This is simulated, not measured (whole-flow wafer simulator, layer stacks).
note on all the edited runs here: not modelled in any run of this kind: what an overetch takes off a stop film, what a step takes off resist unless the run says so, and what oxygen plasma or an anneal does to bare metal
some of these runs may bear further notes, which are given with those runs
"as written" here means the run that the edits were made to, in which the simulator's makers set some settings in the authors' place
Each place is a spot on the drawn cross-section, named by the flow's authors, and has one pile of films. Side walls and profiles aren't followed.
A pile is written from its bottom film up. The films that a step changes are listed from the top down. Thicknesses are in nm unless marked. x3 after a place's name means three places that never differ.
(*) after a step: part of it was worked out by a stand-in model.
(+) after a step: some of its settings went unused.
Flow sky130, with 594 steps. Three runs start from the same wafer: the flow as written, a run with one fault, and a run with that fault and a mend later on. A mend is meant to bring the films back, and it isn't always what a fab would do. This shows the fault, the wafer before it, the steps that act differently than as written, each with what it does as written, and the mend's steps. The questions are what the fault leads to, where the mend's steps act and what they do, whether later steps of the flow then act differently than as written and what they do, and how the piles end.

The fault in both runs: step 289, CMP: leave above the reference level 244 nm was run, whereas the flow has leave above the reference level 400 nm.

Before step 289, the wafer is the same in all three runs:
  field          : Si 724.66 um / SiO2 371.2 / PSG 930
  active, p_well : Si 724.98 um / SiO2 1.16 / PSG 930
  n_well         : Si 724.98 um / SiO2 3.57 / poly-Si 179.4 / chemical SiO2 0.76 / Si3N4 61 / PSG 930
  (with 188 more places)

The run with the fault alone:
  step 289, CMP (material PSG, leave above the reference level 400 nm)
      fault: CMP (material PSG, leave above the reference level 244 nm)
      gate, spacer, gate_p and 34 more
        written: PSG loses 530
        fault: PSG loses 686
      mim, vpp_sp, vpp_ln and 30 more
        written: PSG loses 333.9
        fault: PSG loses 489.9
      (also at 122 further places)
  Steps later in the flow that act otherwise than as written:
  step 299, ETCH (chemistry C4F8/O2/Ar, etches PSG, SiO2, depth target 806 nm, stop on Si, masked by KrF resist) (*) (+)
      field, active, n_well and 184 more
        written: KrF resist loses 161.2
        fault: KrF resist loses 146.6
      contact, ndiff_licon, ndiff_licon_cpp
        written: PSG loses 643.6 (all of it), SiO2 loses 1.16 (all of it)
        fault: PSG loses 487.6 (all of it), SiO2 loses 1.16 (all of it)
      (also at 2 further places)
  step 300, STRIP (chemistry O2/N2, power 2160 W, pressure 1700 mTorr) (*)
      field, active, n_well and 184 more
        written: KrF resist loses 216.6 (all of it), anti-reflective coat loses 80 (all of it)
        fault: KrF resist loses 231.2 (all of it), anti-reflective coat loses 80 (all of it)
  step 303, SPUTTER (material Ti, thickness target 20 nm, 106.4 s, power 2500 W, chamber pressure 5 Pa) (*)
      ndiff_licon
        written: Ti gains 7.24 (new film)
        fault: Ti gains 9.28 (new film)
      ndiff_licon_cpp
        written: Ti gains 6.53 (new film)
        fault: Ti gains 8.34 (new film)
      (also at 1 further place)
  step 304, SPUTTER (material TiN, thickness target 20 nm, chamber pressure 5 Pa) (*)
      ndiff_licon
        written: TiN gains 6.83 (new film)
        fault: TiN gains 8.85 (new film)
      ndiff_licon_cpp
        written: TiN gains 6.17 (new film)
        fault: TiN gains 7.97 (new film)
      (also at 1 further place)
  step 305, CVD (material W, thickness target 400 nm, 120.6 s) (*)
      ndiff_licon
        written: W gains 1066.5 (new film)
        fault: W gains 906.5 (new film)
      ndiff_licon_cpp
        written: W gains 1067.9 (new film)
        fault: W gains 908.3 (new film)
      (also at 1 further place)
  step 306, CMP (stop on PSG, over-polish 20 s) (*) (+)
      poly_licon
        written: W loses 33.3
        fault: W loses 189.3
  At field, active, n_well and 190 more, the piles at the end differ from the flow's by more than 2% or 0.5 nm, whichever is larger.
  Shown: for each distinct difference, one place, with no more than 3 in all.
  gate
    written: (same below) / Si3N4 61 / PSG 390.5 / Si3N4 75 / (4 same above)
    fault: (same below) / Si3N4 61 / PSG 234.5 / Si3N4 75 / (4 same above)
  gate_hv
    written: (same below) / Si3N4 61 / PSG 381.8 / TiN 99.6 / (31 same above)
    fault: (same below) / Si3N4 61 / PSG 225.8 / TiN 99.6 / (31 same above)
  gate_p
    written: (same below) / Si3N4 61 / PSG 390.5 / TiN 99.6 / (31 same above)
    fault: (same below) / Si3N4 61 / PSG 234.5 / TiN 99.6 / (31 same above)

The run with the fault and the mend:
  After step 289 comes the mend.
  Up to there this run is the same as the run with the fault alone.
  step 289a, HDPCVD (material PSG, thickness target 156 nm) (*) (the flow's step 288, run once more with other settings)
      field, active, n_well and 189 more
        PSG gains 156
  None of the later steps of the flow differs from how it acts as written, at any place that is followed, by more than 2% or 0.5 nm, whichever is larger.
  The piles end only slightly different from the flow's at the places that both follow, by no more than 2% or 0.5 nm, whichever is larger.
